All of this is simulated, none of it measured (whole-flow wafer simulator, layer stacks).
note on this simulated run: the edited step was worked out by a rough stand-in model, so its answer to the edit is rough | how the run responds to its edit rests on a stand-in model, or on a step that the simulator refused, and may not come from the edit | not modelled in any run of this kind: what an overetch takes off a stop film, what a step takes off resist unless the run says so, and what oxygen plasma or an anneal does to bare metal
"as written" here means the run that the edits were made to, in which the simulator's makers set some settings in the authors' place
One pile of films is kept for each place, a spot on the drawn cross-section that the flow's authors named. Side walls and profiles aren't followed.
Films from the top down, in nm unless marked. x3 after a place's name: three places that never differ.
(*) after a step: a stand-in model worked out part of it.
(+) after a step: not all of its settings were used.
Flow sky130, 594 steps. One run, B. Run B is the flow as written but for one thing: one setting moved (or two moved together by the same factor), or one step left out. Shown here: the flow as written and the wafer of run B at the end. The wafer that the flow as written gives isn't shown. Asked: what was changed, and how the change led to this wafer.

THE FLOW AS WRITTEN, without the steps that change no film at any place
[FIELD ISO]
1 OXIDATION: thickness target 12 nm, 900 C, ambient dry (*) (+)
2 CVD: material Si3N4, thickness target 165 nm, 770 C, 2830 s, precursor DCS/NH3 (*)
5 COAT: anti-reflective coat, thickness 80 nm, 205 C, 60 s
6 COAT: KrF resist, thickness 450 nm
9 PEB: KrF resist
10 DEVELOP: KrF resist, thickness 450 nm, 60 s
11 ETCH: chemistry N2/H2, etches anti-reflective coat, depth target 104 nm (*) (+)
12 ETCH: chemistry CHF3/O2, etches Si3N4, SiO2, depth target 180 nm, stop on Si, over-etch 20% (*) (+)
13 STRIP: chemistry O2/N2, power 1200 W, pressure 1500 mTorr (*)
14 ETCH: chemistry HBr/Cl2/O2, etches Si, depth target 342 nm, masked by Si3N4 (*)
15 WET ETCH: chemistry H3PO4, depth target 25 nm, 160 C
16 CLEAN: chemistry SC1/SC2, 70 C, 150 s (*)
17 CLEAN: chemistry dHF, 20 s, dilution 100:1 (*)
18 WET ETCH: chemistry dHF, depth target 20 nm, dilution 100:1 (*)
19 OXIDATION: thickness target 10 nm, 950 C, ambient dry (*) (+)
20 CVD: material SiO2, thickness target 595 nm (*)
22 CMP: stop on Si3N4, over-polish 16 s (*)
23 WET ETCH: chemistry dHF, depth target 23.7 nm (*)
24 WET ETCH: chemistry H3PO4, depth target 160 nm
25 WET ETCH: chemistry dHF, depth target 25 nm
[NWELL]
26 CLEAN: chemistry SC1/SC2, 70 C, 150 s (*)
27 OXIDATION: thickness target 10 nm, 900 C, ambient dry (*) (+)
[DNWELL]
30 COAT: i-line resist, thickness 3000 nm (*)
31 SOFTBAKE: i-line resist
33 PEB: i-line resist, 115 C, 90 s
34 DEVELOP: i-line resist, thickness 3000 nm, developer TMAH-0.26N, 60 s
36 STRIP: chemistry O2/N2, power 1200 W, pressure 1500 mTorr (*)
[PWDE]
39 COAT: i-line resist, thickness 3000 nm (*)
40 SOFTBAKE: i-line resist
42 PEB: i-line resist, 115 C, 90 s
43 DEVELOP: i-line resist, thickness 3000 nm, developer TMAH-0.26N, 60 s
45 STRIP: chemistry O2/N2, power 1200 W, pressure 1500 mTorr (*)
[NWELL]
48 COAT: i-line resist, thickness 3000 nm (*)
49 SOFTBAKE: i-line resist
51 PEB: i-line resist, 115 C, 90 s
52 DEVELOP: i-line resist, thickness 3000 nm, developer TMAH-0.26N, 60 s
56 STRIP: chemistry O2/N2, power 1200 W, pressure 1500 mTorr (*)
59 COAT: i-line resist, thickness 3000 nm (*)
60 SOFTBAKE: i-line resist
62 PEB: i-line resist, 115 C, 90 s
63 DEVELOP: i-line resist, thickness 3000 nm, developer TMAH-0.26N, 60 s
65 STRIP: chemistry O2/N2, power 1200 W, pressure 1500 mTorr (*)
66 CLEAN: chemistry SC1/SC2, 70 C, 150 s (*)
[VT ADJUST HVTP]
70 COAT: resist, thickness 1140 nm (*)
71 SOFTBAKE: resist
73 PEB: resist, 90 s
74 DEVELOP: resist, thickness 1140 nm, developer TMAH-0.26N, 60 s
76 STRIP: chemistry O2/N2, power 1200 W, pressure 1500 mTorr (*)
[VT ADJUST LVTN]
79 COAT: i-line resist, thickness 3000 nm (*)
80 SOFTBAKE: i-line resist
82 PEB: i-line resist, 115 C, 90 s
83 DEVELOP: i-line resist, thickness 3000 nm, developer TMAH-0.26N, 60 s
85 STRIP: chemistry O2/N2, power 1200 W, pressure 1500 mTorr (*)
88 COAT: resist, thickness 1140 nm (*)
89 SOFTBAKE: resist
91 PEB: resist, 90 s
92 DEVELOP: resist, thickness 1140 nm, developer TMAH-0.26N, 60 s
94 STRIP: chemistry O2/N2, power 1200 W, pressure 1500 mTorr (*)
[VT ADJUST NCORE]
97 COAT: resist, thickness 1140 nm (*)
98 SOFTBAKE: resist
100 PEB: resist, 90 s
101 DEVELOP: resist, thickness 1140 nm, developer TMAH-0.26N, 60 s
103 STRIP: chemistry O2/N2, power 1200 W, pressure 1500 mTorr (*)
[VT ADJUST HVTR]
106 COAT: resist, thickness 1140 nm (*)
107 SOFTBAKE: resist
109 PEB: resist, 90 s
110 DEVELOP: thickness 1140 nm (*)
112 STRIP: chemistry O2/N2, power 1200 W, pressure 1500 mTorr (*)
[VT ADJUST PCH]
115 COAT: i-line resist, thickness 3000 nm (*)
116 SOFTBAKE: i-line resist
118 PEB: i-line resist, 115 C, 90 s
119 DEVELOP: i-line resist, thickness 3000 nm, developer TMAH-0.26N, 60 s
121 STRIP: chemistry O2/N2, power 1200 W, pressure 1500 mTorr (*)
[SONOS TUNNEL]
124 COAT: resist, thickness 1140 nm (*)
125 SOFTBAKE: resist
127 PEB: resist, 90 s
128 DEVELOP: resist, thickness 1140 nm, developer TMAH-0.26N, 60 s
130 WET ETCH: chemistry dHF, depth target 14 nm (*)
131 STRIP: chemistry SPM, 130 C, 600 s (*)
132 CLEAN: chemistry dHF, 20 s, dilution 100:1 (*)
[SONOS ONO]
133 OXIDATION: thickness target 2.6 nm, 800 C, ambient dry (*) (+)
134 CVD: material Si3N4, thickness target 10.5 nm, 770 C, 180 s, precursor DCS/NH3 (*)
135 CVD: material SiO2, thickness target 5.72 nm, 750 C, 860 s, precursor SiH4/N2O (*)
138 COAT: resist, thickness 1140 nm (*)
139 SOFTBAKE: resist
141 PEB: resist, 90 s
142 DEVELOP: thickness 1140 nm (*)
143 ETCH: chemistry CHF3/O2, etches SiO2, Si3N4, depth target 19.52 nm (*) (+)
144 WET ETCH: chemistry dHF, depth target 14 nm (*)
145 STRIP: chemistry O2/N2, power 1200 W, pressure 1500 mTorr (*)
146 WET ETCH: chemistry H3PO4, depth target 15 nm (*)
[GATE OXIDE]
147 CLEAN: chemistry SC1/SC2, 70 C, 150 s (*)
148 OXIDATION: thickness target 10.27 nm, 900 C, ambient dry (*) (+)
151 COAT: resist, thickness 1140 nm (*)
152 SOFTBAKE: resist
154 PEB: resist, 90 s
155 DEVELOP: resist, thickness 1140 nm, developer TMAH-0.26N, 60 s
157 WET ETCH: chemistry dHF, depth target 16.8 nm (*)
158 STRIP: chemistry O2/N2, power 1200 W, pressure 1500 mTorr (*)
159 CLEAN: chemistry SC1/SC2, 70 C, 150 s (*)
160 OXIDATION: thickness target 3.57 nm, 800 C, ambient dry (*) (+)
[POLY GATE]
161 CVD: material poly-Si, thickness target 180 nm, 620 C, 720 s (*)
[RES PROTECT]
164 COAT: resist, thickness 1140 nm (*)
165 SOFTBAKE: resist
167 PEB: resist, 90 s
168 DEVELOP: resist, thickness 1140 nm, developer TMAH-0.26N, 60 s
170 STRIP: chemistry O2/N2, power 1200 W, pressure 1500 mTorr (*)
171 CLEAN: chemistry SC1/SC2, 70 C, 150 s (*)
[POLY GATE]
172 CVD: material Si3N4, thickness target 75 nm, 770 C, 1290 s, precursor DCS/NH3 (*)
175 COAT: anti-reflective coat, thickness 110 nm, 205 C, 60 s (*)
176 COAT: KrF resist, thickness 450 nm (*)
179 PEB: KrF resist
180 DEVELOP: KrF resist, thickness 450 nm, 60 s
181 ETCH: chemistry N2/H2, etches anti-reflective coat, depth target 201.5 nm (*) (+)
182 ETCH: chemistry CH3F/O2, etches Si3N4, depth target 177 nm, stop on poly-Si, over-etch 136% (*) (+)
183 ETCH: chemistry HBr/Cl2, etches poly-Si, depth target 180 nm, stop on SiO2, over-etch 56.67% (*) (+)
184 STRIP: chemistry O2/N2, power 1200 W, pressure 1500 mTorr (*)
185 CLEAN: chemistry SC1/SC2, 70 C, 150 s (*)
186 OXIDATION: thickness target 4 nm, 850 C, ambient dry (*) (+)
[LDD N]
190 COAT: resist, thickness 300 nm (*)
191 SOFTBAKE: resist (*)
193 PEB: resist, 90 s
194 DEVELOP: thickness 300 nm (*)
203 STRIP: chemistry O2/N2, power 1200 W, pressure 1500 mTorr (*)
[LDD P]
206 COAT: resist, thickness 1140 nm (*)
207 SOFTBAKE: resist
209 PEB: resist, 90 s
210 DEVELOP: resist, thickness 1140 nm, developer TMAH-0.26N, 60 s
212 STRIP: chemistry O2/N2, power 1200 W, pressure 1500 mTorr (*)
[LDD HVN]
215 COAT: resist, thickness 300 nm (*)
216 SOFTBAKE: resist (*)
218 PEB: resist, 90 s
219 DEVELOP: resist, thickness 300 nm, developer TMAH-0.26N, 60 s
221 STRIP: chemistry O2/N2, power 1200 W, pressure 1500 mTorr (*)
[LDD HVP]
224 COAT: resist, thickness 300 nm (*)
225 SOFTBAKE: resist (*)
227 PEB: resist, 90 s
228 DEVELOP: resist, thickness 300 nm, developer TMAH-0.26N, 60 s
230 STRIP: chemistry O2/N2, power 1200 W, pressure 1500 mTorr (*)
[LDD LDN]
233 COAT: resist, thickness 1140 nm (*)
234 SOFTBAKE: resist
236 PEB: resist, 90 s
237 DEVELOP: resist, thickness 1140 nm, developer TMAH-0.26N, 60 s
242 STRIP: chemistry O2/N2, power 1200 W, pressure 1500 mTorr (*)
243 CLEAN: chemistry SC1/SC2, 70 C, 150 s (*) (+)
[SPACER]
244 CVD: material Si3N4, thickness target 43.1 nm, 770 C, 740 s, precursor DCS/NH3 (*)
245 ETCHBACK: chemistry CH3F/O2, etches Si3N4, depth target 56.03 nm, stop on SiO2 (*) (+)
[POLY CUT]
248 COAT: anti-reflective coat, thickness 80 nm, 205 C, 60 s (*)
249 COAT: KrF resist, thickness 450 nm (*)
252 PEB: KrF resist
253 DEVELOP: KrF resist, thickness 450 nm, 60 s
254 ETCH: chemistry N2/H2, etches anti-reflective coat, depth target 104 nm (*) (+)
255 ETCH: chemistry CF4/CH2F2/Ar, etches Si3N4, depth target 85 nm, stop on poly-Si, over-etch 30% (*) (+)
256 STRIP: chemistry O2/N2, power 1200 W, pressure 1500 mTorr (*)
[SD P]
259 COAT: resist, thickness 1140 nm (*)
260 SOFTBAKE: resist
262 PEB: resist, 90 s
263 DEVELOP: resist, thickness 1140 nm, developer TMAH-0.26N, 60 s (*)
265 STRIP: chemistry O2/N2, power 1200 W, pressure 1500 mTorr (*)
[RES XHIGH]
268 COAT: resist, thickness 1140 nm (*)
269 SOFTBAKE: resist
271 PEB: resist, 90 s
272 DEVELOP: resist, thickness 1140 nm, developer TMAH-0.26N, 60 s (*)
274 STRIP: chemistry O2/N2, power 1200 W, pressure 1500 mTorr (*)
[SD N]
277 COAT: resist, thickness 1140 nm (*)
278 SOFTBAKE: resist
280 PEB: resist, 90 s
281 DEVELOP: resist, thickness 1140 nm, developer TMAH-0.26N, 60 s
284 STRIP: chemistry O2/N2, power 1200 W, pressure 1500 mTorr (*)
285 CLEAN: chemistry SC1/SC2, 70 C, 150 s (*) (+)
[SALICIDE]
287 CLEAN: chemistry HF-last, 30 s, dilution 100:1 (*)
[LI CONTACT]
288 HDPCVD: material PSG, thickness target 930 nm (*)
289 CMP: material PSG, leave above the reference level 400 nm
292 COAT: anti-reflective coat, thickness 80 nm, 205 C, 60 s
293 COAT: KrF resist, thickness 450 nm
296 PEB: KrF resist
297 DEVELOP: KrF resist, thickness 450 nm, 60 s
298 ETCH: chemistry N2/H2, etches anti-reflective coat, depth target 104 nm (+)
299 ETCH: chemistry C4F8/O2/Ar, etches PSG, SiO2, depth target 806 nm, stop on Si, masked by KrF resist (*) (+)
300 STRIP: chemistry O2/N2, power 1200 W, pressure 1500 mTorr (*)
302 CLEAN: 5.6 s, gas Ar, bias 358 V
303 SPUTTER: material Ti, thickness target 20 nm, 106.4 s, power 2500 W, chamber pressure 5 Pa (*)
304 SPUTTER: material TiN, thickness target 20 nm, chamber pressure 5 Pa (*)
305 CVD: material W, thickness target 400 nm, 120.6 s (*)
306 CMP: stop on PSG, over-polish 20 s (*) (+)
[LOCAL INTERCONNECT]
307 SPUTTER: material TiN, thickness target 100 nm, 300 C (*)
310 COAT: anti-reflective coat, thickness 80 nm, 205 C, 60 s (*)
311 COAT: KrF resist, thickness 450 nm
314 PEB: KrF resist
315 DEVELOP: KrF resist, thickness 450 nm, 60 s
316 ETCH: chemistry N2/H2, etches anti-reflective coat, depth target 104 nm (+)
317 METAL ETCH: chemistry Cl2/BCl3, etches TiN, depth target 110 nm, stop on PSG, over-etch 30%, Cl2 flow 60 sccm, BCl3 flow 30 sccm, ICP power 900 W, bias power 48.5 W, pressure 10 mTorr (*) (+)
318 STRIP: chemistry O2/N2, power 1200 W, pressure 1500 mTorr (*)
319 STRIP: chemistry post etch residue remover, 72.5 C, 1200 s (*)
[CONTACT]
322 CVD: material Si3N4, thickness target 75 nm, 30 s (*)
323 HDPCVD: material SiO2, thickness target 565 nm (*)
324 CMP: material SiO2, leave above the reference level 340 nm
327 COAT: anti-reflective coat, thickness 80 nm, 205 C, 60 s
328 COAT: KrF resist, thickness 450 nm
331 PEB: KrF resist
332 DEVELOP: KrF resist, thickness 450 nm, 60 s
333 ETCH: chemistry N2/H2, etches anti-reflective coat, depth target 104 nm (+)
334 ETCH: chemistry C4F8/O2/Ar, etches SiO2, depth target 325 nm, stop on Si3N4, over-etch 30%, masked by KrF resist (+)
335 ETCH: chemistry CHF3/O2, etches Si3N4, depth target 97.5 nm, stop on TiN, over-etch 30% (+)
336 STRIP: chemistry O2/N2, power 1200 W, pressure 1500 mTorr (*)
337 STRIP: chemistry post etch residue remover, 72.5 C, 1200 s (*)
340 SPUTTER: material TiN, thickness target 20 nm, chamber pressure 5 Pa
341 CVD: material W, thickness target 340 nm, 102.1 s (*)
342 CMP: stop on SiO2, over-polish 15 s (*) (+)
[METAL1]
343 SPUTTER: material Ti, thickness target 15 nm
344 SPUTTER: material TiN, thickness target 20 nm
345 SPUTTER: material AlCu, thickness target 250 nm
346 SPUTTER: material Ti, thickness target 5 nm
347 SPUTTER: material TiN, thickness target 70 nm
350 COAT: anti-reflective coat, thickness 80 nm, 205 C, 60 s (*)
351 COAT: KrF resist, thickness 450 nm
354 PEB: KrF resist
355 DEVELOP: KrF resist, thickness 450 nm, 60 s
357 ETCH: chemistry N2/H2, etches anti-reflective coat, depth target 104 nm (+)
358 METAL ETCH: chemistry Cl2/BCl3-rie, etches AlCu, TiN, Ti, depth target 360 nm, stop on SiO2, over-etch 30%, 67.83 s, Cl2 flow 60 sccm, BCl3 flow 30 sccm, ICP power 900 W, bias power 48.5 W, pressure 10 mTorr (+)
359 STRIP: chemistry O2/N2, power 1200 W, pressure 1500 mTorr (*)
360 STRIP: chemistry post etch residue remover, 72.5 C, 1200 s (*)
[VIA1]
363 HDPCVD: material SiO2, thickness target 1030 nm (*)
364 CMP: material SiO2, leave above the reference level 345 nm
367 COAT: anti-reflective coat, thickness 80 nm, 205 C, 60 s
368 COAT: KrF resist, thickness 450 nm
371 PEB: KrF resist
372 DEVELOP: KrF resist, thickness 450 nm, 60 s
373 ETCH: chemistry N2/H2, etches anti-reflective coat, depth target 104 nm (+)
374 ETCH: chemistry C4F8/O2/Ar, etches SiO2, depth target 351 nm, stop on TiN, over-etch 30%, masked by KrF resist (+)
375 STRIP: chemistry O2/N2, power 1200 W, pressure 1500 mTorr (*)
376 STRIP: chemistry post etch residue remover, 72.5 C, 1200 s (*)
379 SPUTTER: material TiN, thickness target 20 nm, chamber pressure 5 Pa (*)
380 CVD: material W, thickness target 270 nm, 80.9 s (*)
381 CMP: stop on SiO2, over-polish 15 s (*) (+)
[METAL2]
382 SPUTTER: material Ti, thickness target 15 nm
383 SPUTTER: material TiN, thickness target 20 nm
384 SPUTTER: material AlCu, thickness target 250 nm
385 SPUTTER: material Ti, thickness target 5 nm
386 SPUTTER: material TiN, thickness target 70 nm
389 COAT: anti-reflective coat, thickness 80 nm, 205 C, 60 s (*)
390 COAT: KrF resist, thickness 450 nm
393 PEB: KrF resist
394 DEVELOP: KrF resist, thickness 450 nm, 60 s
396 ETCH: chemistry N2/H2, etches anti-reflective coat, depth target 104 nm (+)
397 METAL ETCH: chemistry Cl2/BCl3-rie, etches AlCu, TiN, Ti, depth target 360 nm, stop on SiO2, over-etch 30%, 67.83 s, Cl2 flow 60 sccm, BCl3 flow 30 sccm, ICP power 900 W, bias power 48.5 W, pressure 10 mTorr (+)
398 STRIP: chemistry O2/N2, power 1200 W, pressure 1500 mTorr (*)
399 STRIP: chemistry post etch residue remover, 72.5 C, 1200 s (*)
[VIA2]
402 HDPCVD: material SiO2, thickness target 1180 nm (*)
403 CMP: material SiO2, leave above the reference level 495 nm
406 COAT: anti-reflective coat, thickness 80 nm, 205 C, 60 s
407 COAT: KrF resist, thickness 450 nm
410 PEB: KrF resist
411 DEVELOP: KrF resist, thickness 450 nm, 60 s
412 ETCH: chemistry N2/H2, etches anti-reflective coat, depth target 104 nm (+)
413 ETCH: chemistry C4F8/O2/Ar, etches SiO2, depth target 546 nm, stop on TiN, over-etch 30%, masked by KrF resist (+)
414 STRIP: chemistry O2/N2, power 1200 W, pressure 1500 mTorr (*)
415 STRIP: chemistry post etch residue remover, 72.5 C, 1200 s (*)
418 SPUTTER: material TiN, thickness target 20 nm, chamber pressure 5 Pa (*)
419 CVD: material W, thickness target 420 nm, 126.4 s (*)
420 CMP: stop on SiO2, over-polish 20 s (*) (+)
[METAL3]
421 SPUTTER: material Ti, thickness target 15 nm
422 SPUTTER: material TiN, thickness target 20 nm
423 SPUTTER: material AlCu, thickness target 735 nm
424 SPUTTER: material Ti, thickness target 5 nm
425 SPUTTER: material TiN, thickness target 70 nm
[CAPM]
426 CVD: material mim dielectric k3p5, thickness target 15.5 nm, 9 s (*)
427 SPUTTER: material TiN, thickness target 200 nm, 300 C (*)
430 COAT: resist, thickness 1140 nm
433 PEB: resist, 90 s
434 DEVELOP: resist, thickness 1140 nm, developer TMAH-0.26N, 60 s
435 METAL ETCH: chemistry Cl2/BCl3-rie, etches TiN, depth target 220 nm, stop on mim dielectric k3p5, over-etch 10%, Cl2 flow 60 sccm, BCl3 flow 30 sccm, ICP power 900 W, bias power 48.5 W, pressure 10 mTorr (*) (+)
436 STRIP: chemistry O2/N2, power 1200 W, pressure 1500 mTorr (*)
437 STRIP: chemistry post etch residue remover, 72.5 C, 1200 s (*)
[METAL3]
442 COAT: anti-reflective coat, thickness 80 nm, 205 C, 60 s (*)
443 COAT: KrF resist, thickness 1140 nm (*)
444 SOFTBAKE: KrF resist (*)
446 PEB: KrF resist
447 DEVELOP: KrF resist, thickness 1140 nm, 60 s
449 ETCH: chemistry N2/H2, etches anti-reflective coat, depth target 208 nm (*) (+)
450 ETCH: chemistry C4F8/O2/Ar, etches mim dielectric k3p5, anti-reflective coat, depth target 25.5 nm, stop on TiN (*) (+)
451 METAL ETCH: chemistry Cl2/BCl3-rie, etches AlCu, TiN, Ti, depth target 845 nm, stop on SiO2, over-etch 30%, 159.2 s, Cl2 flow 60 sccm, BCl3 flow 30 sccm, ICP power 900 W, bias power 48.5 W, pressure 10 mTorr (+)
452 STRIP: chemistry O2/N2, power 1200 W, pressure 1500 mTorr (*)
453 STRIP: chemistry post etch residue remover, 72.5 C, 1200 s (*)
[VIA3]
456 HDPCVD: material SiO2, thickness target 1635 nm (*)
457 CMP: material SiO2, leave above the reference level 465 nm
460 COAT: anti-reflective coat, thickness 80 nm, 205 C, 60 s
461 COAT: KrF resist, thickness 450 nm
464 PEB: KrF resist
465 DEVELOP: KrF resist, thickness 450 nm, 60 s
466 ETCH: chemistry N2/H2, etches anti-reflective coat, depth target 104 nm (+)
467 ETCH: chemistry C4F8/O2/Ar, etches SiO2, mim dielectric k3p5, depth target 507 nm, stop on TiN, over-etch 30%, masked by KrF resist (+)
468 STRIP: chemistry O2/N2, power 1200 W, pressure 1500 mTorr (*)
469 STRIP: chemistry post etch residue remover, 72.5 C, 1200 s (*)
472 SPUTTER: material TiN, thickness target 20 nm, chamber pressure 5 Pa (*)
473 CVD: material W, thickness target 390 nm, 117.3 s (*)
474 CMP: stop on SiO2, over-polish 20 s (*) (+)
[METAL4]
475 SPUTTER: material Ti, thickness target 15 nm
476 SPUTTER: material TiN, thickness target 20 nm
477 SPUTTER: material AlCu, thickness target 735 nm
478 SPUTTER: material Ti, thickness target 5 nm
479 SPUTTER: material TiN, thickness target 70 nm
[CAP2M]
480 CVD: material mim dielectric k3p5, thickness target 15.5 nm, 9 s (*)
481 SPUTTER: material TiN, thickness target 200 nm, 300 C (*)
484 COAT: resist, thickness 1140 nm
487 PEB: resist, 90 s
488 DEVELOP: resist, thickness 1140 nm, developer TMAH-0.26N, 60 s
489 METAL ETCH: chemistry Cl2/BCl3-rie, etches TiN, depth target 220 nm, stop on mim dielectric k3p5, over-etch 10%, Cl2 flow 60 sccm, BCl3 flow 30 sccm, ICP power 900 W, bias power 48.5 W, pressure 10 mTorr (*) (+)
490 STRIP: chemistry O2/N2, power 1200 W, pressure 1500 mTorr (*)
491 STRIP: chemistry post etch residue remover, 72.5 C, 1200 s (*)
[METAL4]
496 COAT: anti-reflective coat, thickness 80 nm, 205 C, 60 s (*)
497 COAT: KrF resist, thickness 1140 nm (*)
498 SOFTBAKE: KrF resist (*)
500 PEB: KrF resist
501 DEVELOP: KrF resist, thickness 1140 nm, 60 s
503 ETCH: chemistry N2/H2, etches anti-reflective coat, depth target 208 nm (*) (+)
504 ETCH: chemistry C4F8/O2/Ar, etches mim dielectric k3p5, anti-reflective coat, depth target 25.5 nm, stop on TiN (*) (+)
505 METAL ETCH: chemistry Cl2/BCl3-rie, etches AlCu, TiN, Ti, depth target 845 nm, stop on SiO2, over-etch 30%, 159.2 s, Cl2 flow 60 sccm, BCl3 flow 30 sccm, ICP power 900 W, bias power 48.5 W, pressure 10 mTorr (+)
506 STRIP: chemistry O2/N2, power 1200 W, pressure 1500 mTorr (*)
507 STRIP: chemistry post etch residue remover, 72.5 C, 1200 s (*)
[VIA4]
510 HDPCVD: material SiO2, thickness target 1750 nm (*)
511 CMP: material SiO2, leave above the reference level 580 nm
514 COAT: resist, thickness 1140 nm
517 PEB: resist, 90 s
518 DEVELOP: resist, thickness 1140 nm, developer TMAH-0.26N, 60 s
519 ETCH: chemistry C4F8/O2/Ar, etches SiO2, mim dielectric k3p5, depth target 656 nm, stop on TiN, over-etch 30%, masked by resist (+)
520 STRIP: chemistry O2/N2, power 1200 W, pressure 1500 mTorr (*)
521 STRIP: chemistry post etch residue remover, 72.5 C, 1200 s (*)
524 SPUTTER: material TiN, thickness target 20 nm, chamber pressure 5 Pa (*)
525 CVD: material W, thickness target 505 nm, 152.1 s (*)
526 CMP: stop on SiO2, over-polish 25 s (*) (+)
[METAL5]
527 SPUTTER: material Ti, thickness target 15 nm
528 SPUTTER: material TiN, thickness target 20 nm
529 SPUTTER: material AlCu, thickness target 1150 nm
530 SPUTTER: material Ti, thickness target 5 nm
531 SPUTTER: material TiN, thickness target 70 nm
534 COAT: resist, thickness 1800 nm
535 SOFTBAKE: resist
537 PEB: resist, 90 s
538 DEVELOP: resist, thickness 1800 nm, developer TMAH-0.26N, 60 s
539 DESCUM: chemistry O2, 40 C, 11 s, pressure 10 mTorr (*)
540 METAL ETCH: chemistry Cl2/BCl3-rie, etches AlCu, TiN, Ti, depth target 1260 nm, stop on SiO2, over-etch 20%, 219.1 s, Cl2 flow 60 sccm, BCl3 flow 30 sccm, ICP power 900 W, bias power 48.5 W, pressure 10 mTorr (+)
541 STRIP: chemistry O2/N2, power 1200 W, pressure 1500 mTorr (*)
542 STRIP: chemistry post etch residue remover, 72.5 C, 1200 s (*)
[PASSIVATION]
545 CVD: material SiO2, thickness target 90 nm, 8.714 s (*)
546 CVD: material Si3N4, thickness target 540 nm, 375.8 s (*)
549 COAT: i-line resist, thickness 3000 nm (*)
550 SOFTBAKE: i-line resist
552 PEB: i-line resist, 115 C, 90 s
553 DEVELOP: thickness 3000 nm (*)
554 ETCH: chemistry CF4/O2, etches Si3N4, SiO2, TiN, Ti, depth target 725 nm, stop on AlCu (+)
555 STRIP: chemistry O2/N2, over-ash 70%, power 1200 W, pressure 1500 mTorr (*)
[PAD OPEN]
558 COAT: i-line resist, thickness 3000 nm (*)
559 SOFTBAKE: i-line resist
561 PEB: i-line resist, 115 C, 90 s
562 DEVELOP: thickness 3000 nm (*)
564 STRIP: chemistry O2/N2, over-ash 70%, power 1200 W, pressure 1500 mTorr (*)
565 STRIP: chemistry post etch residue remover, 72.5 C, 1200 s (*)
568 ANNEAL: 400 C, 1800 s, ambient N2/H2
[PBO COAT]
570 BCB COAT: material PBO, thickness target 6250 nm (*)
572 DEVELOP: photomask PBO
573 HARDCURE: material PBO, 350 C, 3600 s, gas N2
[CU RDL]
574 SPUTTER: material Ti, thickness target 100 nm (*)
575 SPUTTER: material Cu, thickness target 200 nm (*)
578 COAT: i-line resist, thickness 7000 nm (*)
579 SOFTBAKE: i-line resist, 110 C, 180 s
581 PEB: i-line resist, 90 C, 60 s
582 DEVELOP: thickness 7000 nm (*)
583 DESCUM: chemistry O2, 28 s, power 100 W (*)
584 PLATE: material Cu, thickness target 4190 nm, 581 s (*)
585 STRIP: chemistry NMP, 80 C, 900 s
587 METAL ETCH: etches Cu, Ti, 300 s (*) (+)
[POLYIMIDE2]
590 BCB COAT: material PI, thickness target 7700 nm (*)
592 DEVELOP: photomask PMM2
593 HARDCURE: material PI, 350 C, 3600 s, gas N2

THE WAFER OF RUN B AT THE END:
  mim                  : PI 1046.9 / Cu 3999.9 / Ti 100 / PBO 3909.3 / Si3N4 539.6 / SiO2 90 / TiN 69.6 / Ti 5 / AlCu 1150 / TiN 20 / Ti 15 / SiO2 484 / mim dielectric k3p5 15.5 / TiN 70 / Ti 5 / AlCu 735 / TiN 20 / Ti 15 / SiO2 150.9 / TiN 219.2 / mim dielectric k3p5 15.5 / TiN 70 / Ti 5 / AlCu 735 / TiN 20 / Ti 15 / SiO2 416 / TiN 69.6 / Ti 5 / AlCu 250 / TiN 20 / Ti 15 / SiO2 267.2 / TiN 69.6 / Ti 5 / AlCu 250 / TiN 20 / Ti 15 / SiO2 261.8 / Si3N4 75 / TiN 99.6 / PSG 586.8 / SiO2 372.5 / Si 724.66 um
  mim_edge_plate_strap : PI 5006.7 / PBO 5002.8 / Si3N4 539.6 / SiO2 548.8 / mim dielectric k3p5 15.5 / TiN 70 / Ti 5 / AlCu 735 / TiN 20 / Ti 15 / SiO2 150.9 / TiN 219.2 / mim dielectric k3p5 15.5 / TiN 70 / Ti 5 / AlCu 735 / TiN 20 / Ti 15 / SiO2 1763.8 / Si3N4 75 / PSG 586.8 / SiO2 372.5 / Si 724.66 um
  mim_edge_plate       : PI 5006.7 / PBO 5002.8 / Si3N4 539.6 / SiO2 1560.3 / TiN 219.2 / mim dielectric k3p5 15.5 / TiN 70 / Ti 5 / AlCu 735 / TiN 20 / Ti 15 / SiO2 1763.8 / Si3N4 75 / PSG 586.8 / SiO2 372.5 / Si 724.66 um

The cause: step 427, SPUTTER: thickness target 220 nm was run, where the flow has thickness target 200 nm.

How the change led to this, step by step:
  427 SPUTTER: material TiN, thickness target 200 nm, 300 C (*)
      field, active, n_well and 188 more: TiN +220 (new film) (as written it would be: TiN +200 (new film))
  435 METAL ETCH: chemistry Cl2/BCl3-rie, etches TiN, depth target 220 nm, stop on mim dielectric k3p5, over-etch 10%, Cl2 flow 60 sccm, BCl3 flow 30 sccm, ICP power 900 W, bias power 48.5 W, pressure 10 mTorr (*) (+)
      field, active, n_well and 185 more: TiN -220 (all of it) (as written it would be: TiN -200 (all of it))
  442 COAT: anti-reflective coat, thickness 80 nm, 205 C, 60 s (*)
      rpm_encl, rpm_encl_psd, rpm_encl_urpm: anti-reflective coat +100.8 (new film) (as written it would be: anti-reflective coat +103.6 (new film))
      poly_licon, rpo_hd_licon: anti-reflective coat +54.2 (new film) (as written it would be: anti-reflective coat +58.9 (new film))
      (and at 4 more places)
  449 ETCH: chemistry N2/H2, etches anti-reflective coat, depth target 208 nm (*) (+)
      rpm_encl, rpm_encl_psd, rpm_encl_urpm: anti-reflective coat -100.8 (all of it) (as written it would be: anti-reflective coat -103.6 (all of it))
      poly_licon, rpo_hd_licon: anti-reflective coat -54.2 (all of it) (as written it would be: anti-reflective coat -58.9 (all of it))
      (and at 2 more places)
  452 STRIP: chemistry O2/N2, power 1200 W, pressure 1500 mTorr (*)
      mim_edge_plate_strap, mim_edge_plate: KrF resist -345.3 (all of it), anti-reflective coat -3 (all of it) (as written it would be: KrF resist -365.2 (all of it), anti-reflective coat -3 (all of it))
      mim: KrF resist -357.1 (all of it), anti-reflective coat -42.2 (all of it) (as written it would be: KrF resist -375.2 (all of it), anti-reflective coat -38 (all of it))
      (and at 1 more place)
